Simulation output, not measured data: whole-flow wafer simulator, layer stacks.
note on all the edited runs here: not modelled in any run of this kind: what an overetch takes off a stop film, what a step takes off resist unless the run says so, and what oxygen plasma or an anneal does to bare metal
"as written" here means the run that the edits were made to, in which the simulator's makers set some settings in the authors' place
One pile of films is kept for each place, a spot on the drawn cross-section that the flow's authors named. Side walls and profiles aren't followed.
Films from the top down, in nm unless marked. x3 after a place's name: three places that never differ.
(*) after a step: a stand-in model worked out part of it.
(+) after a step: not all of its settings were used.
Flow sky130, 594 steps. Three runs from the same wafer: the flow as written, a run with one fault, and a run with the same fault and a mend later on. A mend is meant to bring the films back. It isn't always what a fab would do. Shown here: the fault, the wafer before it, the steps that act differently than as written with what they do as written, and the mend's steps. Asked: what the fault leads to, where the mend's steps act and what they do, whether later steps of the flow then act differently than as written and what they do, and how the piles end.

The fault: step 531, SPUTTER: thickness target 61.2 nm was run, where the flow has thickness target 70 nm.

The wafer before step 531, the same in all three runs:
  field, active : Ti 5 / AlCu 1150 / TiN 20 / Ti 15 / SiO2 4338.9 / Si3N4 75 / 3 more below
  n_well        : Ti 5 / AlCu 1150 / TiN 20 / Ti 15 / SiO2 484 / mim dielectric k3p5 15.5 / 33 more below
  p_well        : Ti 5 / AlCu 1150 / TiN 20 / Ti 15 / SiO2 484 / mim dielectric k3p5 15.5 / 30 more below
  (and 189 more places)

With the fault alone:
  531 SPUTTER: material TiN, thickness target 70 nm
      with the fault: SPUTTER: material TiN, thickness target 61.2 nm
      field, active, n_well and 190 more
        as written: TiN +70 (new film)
        with the fault: TiN +61.2 (new film)
  Later steps of the flow that act differently than as written (21 more steps differ only slightly, by at most 2% or 0.5 nm, whichever is larger, and aren't shown):
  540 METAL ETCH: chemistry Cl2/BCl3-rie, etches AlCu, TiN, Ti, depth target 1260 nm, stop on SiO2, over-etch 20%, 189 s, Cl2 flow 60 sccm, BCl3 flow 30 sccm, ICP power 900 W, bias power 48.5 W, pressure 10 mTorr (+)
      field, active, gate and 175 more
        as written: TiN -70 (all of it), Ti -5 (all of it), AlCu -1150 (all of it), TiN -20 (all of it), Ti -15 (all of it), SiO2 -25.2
        with the fault: TiN -61.2 (all of it), Ti -5 (all of it), AlCu -1150 (all of it), TiN -20 (all of it), Ti -15 (all of it), SiO2 -26.1
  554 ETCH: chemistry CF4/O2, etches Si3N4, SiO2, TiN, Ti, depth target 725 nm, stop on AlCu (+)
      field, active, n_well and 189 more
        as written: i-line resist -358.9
        with the fault: i-line resist -350.1
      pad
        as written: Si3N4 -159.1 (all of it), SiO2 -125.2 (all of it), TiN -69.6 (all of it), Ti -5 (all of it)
        with the fault: Si3N4 -159.1 (all of it), SiO2 -125.2 (all of it), TiN -60.8 (all of it), Ti -5 (all of it)
  At the end the piles differ from the flow's by more than 2% or 0.5 nm, whichever is larger, at n_well, p_well, sd_n and 11 more.
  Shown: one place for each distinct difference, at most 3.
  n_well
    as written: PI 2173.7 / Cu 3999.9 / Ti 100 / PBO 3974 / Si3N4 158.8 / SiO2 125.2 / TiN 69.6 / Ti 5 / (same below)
    with the fault: PI 2174.7 / Cu 3999.9 / Ti 100 / PBO 3980.4 / Si3N4 158.8 / SiO2 125.2 / TiN 60.8 / Ti 5 / (same below)
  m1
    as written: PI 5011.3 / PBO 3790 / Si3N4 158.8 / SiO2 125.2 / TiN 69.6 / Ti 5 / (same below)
    with the fault: PI 5011.7 / PBO 3797.3 / Si3N4 158.8 / SiO2 125.2 / TiN 60.8 / Ti 5 / (same below)
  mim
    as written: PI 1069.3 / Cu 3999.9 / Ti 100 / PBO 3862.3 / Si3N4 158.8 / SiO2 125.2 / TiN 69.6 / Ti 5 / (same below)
    with the fault: PI 1070.2 / Cu 3999.9 / Ti 100 / PBO 3869 / Si3N4 158.8 / SiO2 125.2 / TiN 60.8 / Ti 5 / (same below)

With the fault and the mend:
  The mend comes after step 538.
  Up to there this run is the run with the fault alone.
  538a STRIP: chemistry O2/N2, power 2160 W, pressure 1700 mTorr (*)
      n_well, p_well, sd_n and 9 more
        resist -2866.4 (all of it)
      m1, via4_hole
        resist -2868.5 (all of it)
      via4_enc
        resist -2866.3 (all of it)
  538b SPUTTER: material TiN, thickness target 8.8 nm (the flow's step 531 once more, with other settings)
      field, active, n_well and 190 more
        TiN +8.8
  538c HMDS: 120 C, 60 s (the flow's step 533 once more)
      changes no film at any place that is followed
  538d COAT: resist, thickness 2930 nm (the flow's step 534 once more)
      n_well, p_well, gate_hv and 172 more
        resist +2930 (new film)
      field, active, gate and 13 more
        resist +2929.9 (new film)
      m1, via4_hole
        resist +2932.1 (new film)
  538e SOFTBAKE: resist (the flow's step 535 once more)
      field, active, gate, spacer, m1, sonos_cell, sonos_guard, sonos_guard_hv
        resist +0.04
      nwell_res
        resist +0.03
      pplus_nw
        resist +0.02
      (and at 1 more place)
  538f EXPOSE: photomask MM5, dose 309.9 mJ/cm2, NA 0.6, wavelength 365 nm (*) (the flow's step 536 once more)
      changes no film at any place that is followed
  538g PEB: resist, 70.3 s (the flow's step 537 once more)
      field, active, n_well and 188 more
        resist -63.6
      m1, via4_hole
        resist -63.7
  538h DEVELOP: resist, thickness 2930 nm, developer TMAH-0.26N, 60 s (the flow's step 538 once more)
      field, active, gate and 168 more
        resist -2866.4 (all of it)
      via1_hole, via1_enc, via2_hole, via2_enc, via3_hole, via3_enc, via_li1
        resist -2866.3 (all of it)
  No later step of the flow acts differently than as written at any place that is followed.
  At the end the piles are the same as the flow's at every place that both follow.
